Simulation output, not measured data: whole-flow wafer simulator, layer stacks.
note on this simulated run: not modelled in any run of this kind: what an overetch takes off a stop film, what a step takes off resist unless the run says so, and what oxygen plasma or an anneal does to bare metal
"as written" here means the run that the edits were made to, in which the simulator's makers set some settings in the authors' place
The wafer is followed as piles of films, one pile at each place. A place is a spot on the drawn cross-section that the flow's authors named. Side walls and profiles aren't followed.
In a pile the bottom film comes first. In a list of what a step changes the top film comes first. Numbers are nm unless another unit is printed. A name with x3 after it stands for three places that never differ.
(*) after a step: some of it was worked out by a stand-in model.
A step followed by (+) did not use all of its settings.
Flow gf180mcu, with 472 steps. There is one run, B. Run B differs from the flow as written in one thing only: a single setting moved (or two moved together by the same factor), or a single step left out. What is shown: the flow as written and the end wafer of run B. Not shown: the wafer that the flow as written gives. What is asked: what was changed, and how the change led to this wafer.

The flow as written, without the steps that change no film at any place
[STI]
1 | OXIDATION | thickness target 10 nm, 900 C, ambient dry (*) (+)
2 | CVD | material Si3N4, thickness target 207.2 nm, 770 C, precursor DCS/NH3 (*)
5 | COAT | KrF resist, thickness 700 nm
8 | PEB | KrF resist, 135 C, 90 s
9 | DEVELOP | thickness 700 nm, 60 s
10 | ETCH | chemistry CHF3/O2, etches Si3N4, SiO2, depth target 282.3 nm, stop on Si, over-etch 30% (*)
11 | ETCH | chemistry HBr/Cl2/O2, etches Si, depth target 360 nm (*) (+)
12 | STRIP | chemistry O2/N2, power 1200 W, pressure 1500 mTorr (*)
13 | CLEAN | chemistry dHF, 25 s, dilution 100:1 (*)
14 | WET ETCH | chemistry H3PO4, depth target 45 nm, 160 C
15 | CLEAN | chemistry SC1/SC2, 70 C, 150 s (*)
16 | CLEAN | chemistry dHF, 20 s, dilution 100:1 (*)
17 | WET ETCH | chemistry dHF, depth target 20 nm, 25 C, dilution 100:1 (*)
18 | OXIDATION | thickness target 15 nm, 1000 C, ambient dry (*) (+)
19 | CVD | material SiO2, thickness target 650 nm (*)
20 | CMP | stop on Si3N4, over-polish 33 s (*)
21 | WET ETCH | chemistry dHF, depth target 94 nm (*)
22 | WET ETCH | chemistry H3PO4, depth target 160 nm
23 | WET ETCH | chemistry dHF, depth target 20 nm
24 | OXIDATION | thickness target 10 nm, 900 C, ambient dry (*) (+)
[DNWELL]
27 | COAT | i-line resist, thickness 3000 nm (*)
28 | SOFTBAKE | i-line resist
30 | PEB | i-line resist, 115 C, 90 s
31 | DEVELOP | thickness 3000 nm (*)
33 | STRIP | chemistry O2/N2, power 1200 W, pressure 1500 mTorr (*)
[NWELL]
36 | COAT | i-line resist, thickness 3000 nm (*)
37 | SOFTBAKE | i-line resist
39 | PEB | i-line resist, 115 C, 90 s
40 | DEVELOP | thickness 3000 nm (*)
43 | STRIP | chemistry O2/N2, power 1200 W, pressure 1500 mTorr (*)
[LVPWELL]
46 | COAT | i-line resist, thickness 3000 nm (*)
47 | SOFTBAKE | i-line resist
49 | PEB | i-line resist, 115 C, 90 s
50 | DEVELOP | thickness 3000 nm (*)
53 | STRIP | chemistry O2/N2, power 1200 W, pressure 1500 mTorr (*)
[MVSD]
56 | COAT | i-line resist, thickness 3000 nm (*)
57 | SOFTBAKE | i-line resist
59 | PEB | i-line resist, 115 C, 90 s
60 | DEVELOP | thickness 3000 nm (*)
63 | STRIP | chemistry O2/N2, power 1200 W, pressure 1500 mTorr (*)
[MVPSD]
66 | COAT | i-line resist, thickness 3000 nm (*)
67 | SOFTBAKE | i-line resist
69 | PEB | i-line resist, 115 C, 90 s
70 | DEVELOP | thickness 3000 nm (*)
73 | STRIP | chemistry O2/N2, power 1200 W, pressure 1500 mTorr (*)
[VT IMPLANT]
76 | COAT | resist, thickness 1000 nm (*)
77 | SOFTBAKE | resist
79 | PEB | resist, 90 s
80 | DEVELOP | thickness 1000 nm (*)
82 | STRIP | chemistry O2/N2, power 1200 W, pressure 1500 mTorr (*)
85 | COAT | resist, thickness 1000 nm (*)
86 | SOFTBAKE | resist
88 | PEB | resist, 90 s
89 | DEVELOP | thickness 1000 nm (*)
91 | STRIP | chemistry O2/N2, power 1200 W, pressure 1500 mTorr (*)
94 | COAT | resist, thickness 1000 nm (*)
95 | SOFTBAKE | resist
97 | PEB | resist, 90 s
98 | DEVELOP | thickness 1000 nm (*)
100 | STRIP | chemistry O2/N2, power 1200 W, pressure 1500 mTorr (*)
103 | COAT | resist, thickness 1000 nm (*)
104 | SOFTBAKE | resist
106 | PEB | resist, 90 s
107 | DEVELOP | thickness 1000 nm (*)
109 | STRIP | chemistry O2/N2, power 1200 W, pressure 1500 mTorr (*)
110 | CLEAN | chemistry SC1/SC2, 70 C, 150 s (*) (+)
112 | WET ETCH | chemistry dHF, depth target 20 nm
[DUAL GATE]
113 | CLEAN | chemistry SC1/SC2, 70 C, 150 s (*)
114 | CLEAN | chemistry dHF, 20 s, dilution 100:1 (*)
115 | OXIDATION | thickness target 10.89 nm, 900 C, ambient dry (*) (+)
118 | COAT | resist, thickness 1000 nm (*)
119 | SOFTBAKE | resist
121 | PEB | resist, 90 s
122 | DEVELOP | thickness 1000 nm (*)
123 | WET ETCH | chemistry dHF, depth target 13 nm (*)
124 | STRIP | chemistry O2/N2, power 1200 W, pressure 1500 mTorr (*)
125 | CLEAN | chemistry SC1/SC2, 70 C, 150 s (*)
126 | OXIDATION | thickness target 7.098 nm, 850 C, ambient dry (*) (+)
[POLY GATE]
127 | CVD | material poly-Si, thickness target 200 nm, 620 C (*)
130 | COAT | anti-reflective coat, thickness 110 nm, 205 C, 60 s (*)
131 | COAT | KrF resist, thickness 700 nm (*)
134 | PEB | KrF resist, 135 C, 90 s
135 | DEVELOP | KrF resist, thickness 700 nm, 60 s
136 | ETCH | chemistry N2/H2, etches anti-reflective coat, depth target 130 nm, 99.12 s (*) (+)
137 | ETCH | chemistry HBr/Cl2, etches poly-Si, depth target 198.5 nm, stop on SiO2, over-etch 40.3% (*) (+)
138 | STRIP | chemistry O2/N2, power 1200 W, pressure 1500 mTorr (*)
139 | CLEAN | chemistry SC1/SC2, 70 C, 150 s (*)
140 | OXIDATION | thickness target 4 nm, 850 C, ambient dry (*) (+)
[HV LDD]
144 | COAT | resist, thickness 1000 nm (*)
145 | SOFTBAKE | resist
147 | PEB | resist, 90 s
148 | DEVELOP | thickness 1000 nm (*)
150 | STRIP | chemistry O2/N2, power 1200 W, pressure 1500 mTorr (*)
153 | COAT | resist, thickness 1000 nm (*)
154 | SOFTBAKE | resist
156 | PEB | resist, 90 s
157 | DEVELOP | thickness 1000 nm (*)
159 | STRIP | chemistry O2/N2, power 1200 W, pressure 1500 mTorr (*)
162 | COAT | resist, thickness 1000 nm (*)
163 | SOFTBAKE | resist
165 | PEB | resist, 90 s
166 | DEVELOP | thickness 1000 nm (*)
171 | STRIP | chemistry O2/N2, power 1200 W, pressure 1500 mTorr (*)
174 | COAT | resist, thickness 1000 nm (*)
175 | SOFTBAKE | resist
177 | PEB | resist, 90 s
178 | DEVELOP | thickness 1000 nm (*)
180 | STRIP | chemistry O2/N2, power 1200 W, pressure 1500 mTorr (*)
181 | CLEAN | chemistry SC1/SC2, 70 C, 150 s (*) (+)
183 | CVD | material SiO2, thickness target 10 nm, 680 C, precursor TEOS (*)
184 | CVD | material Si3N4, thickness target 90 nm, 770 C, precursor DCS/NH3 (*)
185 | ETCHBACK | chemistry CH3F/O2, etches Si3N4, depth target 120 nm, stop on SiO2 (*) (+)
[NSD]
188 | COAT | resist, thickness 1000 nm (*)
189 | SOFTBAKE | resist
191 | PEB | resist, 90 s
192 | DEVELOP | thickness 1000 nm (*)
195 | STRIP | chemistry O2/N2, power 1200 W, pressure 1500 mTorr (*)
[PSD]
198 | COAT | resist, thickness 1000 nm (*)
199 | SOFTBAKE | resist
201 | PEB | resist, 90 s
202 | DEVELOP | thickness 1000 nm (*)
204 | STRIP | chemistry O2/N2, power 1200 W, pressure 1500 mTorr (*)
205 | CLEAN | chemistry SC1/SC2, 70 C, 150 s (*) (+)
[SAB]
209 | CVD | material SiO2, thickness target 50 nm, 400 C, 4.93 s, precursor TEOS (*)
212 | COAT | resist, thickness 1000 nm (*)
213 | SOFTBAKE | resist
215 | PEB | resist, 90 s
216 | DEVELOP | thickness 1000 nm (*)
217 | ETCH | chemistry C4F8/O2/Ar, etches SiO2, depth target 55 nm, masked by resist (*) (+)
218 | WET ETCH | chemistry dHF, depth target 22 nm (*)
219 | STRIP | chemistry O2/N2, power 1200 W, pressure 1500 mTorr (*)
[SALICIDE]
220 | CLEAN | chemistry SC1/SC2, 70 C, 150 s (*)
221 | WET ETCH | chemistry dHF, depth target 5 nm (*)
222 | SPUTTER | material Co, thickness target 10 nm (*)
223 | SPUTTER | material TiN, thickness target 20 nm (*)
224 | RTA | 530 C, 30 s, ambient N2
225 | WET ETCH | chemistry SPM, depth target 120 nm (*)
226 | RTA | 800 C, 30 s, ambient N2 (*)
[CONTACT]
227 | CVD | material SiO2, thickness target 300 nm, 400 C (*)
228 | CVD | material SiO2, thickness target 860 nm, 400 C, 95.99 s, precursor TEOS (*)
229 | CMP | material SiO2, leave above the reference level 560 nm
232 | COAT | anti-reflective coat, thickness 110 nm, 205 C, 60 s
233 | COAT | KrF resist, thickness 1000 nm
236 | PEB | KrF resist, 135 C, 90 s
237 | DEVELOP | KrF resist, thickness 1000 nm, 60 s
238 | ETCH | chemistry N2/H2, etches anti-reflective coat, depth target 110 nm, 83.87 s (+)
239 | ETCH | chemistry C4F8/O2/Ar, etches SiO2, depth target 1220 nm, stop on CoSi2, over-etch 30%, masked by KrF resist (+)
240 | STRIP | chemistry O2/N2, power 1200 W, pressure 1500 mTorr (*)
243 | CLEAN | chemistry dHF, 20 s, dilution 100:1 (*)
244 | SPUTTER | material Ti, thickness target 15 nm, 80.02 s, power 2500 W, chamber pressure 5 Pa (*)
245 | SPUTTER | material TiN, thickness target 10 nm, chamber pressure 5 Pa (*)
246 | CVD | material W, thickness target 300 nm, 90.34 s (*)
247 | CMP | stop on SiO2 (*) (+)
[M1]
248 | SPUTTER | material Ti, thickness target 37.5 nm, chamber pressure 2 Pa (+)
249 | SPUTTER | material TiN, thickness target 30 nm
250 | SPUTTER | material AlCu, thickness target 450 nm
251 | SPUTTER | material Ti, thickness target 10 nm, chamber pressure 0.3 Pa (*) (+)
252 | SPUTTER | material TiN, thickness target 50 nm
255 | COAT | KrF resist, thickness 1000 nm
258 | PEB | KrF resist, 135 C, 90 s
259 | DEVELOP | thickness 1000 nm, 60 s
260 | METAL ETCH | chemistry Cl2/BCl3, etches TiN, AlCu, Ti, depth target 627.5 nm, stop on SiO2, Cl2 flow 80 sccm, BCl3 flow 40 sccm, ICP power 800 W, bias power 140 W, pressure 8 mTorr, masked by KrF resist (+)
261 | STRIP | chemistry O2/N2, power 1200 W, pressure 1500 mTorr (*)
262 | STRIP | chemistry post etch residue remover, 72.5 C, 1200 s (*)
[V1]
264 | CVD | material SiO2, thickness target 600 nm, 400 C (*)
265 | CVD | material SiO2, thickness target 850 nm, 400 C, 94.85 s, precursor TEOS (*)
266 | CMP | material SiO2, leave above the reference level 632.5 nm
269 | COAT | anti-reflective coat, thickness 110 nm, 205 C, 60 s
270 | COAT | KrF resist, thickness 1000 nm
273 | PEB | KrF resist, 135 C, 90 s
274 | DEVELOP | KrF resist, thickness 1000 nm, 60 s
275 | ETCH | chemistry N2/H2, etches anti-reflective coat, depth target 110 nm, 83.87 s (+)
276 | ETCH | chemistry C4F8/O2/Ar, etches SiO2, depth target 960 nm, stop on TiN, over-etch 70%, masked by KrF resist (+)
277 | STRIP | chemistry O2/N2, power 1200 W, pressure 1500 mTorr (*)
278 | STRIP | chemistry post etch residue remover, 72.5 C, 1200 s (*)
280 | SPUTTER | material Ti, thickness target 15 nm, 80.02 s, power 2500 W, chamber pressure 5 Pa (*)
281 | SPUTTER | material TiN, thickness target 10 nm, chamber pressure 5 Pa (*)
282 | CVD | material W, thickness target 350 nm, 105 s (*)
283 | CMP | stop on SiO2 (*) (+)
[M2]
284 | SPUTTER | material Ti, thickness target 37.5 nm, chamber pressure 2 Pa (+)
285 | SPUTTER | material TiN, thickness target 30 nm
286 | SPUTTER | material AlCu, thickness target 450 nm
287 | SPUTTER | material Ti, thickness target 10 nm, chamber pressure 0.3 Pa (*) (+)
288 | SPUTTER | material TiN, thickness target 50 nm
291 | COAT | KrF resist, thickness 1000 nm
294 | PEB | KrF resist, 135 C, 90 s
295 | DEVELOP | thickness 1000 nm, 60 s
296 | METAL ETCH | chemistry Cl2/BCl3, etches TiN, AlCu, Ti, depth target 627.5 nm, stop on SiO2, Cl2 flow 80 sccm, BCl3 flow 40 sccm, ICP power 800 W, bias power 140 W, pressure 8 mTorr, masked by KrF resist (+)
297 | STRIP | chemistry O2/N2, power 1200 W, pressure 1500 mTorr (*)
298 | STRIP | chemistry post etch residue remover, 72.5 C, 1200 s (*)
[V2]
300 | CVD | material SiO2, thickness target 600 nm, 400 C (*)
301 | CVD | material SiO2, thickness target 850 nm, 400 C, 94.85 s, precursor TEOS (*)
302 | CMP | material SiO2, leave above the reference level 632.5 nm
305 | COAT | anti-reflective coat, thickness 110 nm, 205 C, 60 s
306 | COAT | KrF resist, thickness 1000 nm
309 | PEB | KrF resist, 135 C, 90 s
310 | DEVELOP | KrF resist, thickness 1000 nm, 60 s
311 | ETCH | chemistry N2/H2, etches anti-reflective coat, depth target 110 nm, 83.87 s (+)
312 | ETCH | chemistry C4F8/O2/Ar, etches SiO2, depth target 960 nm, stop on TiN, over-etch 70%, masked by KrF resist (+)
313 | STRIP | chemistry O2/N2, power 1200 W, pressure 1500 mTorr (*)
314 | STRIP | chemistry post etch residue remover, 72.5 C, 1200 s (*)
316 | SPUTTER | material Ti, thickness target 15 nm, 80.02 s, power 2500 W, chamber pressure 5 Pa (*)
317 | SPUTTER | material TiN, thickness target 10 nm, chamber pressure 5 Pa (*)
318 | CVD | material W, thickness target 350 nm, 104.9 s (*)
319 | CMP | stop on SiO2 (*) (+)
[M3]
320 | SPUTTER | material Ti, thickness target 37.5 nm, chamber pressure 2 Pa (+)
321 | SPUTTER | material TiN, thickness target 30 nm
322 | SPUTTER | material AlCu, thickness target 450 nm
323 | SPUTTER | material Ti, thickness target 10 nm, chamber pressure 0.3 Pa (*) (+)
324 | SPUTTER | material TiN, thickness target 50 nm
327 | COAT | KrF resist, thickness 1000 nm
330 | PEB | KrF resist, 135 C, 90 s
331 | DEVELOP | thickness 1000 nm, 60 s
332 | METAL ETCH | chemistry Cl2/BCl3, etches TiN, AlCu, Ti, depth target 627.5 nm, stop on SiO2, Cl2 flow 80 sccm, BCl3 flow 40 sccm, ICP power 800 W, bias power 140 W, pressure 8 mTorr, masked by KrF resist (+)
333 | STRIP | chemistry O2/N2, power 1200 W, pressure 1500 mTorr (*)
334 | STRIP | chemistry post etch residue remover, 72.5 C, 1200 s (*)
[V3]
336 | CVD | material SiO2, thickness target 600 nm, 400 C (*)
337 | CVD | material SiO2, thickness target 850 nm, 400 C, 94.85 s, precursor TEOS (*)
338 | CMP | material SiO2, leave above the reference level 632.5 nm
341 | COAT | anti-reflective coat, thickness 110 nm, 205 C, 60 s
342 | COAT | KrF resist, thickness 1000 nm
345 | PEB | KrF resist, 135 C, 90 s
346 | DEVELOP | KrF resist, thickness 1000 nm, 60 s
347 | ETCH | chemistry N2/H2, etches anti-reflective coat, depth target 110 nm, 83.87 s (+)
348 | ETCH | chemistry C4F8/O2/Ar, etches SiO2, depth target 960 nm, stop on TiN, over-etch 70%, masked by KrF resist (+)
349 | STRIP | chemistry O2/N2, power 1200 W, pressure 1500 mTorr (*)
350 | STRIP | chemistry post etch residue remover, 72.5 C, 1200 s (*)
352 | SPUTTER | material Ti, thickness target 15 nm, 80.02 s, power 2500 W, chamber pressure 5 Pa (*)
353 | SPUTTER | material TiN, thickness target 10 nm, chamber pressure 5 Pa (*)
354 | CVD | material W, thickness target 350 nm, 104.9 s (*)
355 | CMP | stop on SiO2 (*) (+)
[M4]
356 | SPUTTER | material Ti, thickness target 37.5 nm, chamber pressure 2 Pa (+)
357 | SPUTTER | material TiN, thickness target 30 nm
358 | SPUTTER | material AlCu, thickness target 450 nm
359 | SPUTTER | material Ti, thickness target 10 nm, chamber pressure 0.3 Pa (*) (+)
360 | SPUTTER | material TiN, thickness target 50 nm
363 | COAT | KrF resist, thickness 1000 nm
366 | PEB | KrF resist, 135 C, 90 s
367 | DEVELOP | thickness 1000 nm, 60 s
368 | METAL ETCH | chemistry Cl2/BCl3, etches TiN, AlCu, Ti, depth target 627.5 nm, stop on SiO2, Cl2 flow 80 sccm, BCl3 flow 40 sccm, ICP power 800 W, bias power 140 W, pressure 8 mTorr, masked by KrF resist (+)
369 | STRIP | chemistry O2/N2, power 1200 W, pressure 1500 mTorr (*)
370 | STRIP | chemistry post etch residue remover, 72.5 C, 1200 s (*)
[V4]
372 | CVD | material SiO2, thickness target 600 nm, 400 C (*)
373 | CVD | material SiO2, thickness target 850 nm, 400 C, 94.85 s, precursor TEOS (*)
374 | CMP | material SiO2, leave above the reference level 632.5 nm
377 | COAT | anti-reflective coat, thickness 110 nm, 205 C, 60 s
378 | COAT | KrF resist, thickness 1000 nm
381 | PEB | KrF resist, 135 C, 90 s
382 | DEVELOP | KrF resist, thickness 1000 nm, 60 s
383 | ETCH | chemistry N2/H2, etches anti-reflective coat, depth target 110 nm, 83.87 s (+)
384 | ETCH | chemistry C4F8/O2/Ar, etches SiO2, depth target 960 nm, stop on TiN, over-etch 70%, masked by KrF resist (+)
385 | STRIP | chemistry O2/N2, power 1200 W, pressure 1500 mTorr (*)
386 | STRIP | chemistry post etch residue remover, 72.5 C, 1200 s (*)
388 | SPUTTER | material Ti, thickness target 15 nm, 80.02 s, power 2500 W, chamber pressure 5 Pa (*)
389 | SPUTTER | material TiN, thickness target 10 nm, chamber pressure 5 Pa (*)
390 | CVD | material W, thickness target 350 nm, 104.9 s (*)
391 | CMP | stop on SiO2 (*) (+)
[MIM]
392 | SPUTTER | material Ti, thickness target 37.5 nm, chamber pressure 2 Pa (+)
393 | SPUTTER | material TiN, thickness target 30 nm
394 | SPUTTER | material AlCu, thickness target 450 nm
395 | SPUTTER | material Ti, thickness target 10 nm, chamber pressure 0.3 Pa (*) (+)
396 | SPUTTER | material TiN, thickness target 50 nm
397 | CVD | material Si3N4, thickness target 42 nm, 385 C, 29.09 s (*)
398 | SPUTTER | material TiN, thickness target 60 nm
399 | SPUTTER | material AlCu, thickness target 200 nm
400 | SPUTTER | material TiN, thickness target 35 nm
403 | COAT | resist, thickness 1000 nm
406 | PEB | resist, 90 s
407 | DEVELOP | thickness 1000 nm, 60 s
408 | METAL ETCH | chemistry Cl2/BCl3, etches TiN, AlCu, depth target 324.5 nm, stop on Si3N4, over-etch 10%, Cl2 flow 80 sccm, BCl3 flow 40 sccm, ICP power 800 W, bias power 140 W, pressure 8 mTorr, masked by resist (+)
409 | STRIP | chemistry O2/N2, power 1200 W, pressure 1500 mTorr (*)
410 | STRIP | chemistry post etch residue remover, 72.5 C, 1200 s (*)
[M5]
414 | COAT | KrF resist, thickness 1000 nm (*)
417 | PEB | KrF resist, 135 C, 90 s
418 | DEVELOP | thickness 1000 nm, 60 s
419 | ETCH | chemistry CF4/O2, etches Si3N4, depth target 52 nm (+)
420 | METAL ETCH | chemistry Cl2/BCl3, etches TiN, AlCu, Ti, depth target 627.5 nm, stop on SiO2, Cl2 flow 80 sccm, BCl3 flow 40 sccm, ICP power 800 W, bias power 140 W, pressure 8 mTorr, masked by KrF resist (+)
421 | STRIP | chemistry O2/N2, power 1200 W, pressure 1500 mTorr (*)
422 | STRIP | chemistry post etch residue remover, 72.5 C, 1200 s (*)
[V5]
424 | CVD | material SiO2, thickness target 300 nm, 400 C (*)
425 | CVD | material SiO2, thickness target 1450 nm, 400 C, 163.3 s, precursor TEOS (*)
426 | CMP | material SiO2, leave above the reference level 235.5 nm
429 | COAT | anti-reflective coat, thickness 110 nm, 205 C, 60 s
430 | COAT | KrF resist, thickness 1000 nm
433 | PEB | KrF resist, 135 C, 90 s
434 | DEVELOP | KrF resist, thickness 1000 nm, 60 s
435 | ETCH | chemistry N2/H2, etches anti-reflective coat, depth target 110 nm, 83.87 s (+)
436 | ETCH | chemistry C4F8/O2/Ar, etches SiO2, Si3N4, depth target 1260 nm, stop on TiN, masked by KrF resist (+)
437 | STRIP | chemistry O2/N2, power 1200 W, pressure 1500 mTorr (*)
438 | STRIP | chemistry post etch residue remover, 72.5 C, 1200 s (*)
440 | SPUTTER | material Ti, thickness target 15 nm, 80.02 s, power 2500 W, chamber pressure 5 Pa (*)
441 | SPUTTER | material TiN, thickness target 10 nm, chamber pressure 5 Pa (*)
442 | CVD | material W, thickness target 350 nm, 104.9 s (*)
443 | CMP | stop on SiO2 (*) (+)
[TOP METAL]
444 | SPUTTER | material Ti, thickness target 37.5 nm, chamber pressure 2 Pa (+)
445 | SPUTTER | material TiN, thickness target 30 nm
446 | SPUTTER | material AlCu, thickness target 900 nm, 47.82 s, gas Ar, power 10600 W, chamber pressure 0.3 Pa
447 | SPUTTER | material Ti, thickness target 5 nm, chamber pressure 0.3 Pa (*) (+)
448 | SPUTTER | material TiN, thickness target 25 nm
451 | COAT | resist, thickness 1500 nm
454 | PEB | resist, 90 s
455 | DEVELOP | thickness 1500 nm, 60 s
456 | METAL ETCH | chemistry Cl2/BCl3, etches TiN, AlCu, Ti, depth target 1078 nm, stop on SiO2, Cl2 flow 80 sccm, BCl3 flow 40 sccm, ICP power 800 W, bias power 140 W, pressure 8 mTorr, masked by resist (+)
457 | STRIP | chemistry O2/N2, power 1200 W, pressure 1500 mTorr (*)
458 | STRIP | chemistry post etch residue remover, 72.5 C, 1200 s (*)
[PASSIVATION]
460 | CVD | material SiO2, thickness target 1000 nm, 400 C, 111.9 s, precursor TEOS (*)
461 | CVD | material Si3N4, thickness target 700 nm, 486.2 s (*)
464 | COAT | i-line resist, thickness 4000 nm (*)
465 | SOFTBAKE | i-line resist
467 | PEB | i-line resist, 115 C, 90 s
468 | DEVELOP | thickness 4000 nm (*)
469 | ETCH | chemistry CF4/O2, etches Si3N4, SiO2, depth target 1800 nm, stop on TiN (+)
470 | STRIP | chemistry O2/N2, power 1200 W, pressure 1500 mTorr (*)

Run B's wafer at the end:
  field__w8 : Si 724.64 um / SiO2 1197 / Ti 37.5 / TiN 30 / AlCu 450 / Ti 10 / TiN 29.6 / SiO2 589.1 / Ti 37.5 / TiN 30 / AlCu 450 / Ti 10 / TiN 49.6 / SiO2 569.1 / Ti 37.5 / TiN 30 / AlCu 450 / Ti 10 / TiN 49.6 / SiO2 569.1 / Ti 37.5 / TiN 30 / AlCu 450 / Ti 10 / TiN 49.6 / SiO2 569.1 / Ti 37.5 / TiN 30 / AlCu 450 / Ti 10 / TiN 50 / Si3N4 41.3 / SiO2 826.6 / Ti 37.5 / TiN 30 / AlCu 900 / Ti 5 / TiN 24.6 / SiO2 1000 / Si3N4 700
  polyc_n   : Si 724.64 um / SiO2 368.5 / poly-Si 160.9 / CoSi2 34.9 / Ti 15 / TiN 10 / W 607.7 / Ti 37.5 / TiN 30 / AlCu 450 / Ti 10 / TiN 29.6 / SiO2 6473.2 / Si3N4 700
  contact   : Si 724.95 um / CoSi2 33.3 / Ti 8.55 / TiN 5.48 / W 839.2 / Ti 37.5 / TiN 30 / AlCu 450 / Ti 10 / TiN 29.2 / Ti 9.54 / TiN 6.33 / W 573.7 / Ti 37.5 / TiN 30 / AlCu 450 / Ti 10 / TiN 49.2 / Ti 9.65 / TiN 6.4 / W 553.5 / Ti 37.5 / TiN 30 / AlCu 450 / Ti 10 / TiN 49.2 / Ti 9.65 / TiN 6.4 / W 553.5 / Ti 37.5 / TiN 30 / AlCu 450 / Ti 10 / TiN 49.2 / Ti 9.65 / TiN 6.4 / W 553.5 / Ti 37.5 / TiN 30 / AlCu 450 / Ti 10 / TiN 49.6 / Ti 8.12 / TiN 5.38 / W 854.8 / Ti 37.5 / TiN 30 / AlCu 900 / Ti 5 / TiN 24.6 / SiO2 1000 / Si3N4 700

The reason: step 252, SPUTTER: thickness target 30 nm was run, while the flow as written has thickness target 50 nm.

How this came from the change, step by step:
  252 | SPUTTER | material TiN, thickness target 50 nm
      field, field__w1, field__w2 and 108 more: +30 TiN (new film) (it would be, as written: +50 TiN (new film))
  260 | METAL ETCH | chemistry Cl2/BCl3, etches TiN, AlCu, Ti, depth target 627.5 nm, stop on SiO2, Cl2 flow 80 sccm, BCl3 flow 40 sccm, ICP power 800 W, bias power 140 W, pressure 8 mTorr, masked by KrF resist (+)
      field, field__w1, field__w2 and 99 more: -30 TiN (all of it), -10 Ti (all of it), -450 AlCu (all of it), -30 TiN (all of it), -37.5 Ti (all of it) (it would be, as written: -50 TiN (all of it), -10 Ti (all of it), -450 AlCu (all of it), -30 TiN (all of it), -37.5 Ti (all of it))
  266 | CMP | material SiO2, leave above the reference level 632.5 nm
      field__w8, contact, m1 and 6 more: -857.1 SiO2 (it would be, as written: -877.1 SiO2)
  276 | ETCH | chemistry C4F8/O2/Ar, etches SiO2, depth target 960 nm, stop on TiN, over-etch 70%, masked by KrF resist (+)
      contact: -592.1 SiO2 (all of it) (it would be, as written: -572.1 SiO2 (all of it))
  282 | CVD | material W, thickness target 350 nm, 105 s (*)
      contact: +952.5 W (new film) (it would be, as written: +932.3 W (new film))
